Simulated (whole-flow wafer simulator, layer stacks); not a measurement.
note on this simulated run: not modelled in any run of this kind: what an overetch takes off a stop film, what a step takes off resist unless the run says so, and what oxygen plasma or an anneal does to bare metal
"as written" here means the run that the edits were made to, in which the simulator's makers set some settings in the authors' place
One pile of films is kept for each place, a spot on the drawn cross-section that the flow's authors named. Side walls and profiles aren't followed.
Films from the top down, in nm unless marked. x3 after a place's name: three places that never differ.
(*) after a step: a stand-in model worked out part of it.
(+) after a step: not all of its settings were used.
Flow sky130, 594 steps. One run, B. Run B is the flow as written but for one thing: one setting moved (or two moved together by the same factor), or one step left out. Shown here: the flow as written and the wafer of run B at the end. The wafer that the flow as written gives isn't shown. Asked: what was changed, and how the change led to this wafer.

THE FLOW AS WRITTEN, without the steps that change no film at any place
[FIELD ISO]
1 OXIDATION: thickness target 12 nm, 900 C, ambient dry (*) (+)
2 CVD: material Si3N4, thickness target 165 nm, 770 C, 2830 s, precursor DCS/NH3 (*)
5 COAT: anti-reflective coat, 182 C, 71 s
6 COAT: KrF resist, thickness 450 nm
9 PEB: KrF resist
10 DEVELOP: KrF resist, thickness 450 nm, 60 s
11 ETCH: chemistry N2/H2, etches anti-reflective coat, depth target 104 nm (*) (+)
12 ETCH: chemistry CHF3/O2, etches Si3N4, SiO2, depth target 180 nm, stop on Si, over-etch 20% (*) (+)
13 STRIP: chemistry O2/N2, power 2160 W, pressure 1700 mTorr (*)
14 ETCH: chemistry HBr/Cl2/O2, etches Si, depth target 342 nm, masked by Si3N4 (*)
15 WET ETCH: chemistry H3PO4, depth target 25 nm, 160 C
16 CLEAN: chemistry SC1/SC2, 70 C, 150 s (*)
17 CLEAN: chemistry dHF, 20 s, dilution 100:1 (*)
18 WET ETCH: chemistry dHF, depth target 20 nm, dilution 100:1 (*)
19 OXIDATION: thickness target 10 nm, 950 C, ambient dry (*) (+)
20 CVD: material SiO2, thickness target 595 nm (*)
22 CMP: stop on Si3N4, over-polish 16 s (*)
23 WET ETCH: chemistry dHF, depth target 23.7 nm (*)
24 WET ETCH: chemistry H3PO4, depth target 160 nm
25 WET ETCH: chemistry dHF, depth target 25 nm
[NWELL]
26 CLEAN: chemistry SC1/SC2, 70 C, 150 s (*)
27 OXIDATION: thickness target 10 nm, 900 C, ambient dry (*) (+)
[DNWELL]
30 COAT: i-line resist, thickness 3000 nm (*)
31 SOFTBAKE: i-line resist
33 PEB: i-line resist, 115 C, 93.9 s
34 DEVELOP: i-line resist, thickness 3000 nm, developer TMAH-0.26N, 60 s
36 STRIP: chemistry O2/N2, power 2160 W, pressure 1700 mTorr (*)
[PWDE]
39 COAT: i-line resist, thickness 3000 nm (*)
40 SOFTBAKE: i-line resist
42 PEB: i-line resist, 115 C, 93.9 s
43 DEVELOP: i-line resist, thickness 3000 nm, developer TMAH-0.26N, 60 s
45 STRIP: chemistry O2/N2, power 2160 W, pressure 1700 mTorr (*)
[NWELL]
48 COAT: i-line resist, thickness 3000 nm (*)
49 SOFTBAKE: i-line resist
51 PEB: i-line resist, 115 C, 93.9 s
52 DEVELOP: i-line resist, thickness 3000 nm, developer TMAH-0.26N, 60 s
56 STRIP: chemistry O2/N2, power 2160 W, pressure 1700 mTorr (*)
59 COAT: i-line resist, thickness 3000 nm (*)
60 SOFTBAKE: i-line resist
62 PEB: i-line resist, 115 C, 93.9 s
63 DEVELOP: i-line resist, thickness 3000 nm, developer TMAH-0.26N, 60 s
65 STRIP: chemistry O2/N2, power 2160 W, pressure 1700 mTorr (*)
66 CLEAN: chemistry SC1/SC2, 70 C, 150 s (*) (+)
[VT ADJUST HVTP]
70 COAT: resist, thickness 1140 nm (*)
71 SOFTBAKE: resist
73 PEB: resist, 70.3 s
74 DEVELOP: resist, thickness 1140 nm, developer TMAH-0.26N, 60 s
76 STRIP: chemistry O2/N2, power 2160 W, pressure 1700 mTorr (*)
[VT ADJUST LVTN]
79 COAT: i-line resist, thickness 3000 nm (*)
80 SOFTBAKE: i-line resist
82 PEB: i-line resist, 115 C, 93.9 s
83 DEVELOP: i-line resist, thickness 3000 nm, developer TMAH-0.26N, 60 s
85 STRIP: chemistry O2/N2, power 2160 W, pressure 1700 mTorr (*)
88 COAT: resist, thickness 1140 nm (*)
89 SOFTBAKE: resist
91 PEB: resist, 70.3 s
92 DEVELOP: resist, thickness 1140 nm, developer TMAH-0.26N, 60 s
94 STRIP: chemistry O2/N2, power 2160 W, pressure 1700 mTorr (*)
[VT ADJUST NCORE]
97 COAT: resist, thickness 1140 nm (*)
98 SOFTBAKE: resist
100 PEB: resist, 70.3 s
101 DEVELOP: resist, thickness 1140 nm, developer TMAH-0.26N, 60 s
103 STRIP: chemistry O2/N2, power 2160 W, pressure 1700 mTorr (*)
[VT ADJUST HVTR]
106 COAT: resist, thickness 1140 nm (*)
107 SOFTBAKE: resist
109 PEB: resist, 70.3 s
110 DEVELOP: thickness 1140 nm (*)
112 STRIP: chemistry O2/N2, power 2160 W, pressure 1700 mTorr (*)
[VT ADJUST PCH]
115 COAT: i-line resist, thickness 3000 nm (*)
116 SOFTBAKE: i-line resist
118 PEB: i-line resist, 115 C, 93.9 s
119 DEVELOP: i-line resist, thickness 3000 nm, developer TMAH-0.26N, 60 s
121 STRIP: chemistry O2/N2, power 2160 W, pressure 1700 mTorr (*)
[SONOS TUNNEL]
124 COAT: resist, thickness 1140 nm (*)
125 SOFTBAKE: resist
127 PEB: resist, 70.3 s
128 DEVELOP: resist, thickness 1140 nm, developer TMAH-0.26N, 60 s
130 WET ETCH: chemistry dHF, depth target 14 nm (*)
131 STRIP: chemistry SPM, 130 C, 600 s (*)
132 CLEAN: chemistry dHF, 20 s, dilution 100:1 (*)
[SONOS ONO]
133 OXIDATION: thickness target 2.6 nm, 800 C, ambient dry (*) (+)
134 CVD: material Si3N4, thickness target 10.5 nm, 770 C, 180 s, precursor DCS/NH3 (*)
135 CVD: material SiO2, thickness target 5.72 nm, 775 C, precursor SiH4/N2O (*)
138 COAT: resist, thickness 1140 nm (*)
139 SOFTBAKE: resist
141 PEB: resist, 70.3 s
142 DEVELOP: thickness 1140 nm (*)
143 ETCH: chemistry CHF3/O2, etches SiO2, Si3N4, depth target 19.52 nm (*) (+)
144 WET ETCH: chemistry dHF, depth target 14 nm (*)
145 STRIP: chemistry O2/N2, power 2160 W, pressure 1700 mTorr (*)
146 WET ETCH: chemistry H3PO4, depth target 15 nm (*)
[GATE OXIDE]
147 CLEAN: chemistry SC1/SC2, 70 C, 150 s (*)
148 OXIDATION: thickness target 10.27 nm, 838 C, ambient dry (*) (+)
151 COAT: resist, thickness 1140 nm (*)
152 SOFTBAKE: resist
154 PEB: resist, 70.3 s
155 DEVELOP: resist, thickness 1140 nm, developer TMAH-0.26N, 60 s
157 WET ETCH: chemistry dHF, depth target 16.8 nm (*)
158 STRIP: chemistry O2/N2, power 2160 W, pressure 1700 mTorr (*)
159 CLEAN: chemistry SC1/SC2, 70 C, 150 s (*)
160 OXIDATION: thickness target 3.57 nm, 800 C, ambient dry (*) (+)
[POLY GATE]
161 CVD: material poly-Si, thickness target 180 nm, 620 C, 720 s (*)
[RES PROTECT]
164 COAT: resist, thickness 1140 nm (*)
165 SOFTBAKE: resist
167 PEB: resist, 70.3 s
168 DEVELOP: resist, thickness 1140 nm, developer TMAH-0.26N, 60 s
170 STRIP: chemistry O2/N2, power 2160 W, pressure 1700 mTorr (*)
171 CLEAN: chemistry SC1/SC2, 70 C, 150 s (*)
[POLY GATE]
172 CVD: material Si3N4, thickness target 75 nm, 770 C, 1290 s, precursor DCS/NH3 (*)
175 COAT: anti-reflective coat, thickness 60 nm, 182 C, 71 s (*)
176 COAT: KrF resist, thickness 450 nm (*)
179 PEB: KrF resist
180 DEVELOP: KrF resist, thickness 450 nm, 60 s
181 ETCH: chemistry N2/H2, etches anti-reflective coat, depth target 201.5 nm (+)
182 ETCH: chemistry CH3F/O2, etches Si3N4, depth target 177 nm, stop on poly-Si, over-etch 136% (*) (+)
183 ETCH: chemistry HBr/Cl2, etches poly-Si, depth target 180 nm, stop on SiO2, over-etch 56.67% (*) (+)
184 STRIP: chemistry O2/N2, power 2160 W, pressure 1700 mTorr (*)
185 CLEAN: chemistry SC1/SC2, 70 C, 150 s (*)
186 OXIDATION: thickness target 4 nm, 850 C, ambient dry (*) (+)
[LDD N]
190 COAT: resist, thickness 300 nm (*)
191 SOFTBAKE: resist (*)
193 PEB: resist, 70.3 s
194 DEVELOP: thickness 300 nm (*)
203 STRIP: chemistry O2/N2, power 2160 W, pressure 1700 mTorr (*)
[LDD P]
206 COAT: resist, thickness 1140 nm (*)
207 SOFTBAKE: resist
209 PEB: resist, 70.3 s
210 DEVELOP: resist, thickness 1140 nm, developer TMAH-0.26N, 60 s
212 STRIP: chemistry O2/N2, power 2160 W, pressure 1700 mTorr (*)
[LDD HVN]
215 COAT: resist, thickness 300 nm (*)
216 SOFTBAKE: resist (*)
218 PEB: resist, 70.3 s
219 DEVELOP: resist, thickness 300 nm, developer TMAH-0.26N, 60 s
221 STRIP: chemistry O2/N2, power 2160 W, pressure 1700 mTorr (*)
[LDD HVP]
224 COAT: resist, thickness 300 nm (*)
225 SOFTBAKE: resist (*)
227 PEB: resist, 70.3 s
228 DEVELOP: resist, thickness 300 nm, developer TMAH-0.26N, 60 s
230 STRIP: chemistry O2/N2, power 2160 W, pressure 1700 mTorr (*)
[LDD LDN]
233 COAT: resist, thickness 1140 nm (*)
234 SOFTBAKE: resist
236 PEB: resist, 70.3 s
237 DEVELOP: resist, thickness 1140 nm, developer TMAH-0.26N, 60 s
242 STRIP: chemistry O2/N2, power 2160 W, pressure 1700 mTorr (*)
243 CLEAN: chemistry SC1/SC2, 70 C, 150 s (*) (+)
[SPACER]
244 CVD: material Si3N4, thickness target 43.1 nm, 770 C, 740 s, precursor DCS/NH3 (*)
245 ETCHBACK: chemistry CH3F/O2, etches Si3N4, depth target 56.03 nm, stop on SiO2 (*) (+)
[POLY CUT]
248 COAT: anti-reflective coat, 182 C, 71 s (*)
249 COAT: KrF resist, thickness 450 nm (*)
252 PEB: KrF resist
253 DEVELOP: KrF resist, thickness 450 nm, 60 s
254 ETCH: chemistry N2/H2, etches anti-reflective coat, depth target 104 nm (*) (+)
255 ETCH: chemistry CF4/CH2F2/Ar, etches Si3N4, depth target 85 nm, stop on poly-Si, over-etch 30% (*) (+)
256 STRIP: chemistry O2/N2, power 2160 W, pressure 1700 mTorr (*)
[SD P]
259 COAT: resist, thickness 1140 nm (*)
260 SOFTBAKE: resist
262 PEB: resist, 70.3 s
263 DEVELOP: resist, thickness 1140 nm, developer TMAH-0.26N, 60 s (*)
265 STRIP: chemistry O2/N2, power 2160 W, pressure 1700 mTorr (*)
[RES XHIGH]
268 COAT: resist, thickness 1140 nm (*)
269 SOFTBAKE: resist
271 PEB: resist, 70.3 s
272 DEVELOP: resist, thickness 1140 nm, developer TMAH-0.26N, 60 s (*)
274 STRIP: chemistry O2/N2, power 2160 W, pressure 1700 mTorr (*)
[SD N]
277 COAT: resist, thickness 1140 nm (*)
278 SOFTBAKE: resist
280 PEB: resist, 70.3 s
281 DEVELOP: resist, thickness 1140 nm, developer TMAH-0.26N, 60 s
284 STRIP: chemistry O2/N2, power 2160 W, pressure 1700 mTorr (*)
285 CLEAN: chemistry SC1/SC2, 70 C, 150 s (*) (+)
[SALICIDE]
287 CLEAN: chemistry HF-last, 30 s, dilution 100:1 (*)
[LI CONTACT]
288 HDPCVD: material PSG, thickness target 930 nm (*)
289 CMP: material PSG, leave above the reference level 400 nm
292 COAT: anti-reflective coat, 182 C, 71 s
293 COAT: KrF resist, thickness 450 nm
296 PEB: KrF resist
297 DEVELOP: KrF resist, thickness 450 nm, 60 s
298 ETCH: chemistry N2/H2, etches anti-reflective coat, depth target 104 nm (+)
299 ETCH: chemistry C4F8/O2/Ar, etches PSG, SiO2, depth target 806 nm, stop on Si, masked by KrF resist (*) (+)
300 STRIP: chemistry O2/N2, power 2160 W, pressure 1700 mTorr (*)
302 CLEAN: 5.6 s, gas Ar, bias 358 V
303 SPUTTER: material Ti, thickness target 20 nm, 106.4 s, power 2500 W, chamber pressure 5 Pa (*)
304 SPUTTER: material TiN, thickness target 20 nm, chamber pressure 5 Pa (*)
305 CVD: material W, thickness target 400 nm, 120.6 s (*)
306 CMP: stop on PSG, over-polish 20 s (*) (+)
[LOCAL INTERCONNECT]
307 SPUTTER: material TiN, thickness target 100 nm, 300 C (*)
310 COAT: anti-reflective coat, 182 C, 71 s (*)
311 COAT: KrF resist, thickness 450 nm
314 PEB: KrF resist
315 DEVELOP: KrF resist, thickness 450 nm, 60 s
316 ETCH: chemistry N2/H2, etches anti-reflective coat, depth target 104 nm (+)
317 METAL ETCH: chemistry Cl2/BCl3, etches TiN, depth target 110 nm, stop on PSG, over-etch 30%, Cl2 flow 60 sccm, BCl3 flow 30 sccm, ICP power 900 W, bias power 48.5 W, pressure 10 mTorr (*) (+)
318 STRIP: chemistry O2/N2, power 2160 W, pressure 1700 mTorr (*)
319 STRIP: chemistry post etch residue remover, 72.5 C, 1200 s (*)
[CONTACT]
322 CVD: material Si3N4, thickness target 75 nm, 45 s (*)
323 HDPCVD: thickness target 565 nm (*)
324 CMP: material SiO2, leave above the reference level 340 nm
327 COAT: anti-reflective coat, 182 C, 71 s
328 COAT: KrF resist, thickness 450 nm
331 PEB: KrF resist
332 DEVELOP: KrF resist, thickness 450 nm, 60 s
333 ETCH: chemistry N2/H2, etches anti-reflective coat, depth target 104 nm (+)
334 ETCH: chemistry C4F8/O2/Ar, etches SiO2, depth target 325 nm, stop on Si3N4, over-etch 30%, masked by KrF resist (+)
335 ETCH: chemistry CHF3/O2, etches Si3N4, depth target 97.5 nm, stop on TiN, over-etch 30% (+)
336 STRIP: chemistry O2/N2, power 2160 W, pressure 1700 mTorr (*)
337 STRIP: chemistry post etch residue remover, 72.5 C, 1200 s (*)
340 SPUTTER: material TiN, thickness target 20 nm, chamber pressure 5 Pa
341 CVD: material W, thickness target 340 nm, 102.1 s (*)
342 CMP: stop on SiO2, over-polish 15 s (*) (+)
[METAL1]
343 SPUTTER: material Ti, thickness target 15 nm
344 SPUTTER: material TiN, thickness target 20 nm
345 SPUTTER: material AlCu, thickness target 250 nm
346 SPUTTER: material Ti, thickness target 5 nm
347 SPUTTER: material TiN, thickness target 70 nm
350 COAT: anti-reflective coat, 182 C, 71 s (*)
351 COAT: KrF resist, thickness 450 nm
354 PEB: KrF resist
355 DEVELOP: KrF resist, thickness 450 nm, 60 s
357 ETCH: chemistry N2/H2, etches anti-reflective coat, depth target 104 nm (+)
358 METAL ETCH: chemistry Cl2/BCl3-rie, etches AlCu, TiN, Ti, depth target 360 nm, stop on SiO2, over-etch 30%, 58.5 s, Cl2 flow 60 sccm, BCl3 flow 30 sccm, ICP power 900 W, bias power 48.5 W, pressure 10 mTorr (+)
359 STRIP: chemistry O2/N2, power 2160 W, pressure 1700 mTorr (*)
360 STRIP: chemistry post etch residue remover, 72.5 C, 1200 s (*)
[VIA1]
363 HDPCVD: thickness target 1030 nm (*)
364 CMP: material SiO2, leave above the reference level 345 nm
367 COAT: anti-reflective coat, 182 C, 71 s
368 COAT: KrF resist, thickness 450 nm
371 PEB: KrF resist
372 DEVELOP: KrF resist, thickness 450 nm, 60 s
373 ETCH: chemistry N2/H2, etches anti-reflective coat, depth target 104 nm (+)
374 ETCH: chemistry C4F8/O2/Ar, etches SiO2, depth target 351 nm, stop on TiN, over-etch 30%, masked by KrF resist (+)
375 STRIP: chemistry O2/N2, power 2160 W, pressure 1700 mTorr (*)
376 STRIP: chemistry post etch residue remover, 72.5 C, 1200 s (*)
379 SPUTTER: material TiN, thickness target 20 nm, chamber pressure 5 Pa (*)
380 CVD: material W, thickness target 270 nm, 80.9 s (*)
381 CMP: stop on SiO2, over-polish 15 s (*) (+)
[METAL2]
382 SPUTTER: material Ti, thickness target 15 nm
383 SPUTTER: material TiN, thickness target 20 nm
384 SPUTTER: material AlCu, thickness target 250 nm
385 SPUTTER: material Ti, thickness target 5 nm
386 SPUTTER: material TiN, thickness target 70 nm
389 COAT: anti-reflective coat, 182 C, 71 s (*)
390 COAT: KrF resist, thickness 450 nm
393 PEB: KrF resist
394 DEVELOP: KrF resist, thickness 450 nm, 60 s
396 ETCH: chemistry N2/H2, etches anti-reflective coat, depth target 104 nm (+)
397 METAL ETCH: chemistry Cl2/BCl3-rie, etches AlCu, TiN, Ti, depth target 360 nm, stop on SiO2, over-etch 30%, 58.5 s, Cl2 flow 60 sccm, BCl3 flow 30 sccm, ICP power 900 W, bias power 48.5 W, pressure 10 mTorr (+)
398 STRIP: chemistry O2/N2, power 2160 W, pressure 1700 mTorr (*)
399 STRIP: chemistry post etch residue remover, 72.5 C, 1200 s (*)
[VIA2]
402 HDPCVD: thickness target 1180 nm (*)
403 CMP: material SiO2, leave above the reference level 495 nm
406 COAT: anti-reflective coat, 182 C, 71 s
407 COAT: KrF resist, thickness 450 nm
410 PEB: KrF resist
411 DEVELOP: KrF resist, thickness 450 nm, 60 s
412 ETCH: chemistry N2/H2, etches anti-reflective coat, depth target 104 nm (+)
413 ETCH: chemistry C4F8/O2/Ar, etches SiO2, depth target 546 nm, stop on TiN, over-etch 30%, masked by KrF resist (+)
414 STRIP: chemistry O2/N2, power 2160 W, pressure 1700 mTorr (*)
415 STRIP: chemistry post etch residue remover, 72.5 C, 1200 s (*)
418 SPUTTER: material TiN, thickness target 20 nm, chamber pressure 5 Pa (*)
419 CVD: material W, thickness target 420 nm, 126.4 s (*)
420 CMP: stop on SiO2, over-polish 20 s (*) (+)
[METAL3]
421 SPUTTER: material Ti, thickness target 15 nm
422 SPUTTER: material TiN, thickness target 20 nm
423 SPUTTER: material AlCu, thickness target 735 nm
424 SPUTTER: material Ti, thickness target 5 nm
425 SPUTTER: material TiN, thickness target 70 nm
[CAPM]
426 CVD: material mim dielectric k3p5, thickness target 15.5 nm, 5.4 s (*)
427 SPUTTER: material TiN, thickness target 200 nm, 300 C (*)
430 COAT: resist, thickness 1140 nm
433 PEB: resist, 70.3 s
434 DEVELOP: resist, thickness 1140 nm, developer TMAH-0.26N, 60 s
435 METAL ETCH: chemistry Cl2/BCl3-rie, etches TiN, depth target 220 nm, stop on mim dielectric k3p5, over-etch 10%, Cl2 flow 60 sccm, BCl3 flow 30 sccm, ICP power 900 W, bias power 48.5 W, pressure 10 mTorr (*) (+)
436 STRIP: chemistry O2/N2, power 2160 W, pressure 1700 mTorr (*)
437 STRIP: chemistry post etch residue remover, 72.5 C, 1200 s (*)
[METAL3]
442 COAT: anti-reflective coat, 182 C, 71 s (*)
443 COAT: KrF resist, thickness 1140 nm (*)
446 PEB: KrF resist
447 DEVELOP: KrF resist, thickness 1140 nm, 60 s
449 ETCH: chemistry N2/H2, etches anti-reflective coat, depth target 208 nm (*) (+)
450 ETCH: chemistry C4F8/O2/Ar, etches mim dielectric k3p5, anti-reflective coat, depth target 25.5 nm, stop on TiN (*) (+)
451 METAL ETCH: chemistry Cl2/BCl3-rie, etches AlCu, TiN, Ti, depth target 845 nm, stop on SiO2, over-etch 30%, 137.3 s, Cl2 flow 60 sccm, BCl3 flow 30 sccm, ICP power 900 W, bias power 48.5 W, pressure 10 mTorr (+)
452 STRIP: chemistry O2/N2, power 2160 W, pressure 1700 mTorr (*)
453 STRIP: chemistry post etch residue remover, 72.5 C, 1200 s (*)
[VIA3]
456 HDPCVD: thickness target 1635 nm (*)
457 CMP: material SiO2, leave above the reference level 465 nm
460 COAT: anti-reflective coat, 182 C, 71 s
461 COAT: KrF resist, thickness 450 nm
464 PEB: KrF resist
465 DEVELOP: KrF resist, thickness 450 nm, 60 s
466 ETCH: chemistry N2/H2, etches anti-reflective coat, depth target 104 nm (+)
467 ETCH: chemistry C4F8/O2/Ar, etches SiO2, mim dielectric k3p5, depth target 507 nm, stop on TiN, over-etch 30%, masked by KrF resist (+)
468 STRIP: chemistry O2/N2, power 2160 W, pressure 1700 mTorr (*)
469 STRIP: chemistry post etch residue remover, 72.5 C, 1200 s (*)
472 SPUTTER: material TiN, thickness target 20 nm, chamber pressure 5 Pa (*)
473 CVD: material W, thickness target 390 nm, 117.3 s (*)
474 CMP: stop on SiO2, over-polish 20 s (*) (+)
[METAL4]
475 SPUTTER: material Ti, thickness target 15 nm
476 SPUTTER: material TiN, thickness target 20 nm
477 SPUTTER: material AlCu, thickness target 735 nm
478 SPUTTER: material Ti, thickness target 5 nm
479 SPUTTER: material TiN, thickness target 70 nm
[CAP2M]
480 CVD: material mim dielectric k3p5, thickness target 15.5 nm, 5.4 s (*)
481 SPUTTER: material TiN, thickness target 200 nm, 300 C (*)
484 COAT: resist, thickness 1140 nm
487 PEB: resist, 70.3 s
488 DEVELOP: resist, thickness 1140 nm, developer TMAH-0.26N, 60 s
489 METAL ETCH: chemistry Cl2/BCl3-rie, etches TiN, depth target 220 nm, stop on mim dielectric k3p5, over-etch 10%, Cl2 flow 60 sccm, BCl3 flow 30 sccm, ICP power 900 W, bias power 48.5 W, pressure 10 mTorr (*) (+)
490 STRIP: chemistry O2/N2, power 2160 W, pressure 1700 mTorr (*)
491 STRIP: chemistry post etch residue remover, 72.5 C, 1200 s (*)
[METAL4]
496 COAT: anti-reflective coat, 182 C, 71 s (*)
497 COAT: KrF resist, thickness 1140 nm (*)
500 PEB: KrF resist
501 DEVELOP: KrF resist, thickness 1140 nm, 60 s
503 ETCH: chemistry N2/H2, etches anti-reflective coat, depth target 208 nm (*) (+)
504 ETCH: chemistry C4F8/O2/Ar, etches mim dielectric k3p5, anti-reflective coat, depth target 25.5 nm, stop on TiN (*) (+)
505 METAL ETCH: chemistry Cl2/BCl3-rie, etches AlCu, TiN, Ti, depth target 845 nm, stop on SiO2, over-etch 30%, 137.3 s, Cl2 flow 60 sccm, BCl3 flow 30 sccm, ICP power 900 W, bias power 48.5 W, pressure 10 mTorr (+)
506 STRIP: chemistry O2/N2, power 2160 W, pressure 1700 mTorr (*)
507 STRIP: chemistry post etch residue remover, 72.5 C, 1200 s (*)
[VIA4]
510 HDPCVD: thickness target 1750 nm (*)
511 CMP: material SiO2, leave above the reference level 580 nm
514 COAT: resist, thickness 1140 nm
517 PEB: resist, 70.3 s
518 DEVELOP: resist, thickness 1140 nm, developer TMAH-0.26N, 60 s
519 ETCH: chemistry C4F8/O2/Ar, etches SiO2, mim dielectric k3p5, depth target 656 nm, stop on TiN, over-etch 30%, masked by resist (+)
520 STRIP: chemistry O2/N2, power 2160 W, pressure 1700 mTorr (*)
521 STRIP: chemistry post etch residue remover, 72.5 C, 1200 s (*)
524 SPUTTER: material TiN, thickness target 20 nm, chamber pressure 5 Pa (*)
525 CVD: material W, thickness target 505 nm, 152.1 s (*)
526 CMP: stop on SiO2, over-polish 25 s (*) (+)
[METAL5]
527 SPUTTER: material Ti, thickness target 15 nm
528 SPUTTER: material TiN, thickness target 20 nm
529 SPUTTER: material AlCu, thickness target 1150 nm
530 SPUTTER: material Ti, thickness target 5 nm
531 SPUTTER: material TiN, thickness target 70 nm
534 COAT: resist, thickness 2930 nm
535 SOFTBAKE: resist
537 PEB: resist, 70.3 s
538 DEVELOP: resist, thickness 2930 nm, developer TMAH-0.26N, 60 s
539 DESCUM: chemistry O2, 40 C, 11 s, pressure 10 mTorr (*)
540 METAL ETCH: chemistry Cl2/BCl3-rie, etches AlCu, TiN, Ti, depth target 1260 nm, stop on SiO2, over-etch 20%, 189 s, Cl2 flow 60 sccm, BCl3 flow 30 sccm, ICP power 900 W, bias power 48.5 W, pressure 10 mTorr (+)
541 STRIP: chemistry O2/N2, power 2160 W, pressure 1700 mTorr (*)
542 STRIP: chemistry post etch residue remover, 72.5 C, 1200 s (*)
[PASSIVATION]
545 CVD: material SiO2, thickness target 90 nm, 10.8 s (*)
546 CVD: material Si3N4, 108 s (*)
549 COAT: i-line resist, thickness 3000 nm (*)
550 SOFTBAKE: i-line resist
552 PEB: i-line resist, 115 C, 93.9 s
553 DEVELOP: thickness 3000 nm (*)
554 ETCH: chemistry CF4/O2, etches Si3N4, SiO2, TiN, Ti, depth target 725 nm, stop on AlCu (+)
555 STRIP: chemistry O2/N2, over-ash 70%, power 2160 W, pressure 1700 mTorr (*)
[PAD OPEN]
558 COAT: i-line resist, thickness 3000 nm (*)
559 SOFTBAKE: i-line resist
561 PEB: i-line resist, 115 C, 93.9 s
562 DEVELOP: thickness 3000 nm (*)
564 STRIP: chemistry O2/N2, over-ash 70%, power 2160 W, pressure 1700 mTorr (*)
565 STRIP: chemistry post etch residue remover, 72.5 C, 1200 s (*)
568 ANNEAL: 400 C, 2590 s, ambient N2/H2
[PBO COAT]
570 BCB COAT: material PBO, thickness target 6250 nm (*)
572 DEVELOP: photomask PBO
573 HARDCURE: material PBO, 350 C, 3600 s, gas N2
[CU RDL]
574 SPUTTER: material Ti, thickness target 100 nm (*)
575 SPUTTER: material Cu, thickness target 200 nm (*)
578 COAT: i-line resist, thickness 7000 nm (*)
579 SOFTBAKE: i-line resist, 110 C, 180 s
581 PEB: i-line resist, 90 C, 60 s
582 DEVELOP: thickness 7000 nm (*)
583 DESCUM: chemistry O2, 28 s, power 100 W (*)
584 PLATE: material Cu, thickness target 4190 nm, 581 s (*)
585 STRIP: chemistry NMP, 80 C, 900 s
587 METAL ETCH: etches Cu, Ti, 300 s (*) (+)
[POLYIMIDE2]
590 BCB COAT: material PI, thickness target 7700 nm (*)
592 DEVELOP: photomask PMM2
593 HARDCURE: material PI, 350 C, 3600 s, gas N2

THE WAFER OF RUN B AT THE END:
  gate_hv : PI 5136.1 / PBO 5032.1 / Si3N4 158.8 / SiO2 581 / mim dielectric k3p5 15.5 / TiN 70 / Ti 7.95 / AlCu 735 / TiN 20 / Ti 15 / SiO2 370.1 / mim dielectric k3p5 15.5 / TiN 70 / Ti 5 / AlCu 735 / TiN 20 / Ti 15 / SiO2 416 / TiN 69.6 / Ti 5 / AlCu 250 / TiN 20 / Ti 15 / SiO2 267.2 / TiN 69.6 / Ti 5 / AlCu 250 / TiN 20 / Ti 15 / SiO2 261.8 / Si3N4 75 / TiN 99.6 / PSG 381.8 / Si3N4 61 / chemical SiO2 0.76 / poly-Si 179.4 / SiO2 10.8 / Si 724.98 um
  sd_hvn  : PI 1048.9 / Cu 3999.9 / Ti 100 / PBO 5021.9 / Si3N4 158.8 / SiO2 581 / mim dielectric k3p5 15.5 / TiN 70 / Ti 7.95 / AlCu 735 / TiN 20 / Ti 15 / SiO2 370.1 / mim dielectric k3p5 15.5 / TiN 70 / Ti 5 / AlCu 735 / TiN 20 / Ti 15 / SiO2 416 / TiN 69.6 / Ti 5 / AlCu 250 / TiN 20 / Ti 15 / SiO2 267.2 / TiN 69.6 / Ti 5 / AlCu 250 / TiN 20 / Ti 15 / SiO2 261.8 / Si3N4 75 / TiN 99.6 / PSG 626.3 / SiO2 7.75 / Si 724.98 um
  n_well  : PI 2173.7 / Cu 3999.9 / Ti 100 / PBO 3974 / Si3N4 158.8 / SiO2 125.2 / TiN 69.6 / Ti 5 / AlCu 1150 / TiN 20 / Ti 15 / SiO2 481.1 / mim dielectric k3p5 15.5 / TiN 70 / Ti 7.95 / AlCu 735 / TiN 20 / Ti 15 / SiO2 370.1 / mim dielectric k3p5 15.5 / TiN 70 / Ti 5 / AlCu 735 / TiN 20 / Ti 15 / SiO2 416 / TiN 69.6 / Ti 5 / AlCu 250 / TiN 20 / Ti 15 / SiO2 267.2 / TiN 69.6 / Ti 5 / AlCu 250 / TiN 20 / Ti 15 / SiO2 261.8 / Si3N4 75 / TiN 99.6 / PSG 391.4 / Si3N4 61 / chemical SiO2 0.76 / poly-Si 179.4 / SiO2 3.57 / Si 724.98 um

The cause: step 478, SPUTTER: thickness target 7.95 nm was run, where the flow has thickness target 5 nm.
It can be read off the wafer: gate_hv has Ti 7.95, and step 478 as written asks for 5 nm.

How the change led to this, step by step:
  478 SPUTTER: material Ti, thickness target 5 nm
      field, active, n_well and 189 more: Ti +7.95 (new film) (as written it would be: Ti +5 (new film))
  505 METAL ETCH: chemistry Cl2/BCl3-rie, etches AlCu, TiN, Ti, depth target 845 nm, stop on SiO2, over-etch 30%, 137.3 s, Cl2 flow 60 sccm, BCl3 flow 30 sccm, ICP power 900 W, bias power 48.5 W, pressure 10 mTorr (+)
      field, gate, spacer and 68 more: TiN -70 (all of it), Ti -7.95 (all of it), AlCu -735 (all of it), TiN -20 (all of it), Ti -15 (all of it), SiO2 -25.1 (as written it would be: TiN -70 (all of it), Ti -5 (all of it), AlCu -735 (all of it), TiN -20 (all of it), Ti -15 (all of it), SiO2 -25.4)
      active, vpp_iso1, mim_edge_plate and 14 more: TiN -70 (all of it), Ti -7.95 (all of it), AlCu -735 (all of it), TiN -20 (all of it), Ti -15 (all of it), SiO2 -25.1 (as written it would be: TiN -70 (all of it), Ti -5 (all of it), AlCu -735 (all of it), TiN -20 (all of it), Ti -15 (all of it), SiO2 -25.3)
